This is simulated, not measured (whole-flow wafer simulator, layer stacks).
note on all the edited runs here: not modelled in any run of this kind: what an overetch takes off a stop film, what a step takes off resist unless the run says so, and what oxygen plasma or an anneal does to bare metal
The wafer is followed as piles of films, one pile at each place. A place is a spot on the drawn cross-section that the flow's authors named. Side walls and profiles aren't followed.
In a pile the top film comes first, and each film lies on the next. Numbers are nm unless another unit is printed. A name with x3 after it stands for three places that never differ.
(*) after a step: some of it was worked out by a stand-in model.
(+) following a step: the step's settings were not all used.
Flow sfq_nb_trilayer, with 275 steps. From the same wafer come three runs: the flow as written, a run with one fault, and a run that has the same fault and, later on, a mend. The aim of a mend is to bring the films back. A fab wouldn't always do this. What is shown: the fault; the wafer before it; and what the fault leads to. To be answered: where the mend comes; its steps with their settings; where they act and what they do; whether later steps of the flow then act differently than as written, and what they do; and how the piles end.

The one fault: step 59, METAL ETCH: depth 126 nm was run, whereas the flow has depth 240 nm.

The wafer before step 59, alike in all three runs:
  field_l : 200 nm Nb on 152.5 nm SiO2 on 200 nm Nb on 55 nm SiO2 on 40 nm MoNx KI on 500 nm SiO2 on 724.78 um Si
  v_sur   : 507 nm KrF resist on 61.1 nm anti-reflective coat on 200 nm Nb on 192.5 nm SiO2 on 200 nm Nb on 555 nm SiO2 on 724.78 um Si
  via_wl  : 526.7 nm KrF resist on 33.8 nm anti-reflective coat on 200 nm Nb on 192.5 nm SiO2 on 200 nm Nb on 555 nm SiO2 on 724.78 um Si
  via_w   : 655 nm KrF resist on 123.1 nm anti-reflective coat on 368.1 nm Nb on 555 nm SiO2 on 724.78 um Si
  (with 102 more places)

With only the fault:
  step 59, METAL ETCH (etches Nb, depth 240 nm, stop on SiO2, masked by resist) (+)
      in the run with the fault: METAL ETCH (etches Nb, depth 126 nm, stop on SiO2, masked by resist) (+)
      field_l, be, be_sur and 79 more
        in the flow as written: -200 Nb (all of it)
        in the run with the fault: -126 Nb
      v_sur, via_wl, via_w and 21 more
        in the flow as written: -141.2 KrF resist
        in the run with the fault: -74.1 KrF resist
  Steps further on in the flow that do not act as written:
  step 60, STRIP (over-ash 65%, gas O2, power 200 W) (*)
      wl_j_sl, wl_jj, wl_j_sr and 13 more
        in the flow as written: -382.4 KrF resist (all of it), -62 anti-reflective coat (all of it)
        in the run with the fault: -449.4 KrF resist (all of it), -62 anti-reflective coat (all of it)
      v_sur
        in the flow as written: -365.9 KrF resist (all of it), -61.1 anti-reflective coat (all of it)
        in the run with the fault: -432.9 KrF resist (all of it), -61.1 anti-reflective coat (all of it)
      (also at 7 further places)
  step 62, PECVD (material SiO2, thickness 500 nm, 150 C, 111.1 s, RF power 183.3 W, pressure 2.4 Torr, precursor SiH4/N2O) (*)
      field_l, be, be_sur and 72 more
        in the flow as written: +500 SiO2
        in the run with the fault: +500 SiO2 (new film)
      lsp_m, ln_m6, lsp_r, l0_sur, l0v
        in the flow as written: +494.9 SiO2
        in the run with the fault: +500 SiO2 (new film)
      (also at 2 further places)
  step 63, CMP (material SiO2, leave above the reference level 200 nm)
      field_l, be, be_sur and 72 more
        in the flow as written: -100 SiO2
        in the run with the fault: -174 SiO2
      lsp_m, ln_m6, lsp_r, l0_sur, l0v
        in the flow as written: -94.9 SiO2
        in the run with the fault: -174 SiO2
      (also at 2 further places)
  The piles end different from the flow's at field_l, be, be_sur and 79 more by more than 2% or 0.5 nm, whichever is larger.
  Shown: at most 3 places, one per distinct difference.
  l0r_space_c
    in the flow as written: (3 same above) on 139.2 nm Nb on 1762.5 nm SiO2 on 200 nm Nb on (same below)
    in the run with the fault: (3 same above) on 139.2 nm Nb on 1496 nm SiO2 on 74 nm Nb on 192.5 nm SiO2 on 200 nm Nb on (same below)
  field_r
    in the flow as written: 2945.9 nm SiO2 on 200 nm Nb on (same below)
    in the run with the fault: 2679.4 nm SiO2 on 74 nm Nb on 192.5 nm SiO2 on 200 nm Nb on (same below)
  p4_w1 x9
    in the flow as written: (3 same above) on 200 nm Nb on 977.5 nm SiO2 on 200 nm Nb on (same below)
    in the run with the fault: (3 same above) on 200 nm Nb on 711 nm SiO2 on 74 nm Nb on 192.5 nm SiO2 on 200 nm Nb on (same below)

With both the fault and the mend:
  After step 59 comes the mend.
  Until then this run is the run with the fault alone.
  step 59a, METAL ETCH (etches Nb, depth 114 nm, stop on SiO2, masked by resist) (+) (the flow's step 59 again, with other settings)
      field_l, be, be_sur and 79 more
        -74 Nb (all of it)
      v_sur, via_wl, via_w and 21 more
        -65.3 KrF resist
  Every later step of the flow that is run acts as written, at every place that is followed, to within 2% or 0.5 nm, whichever is larger.
  The piles end the same as the flow's at every place that both follow.
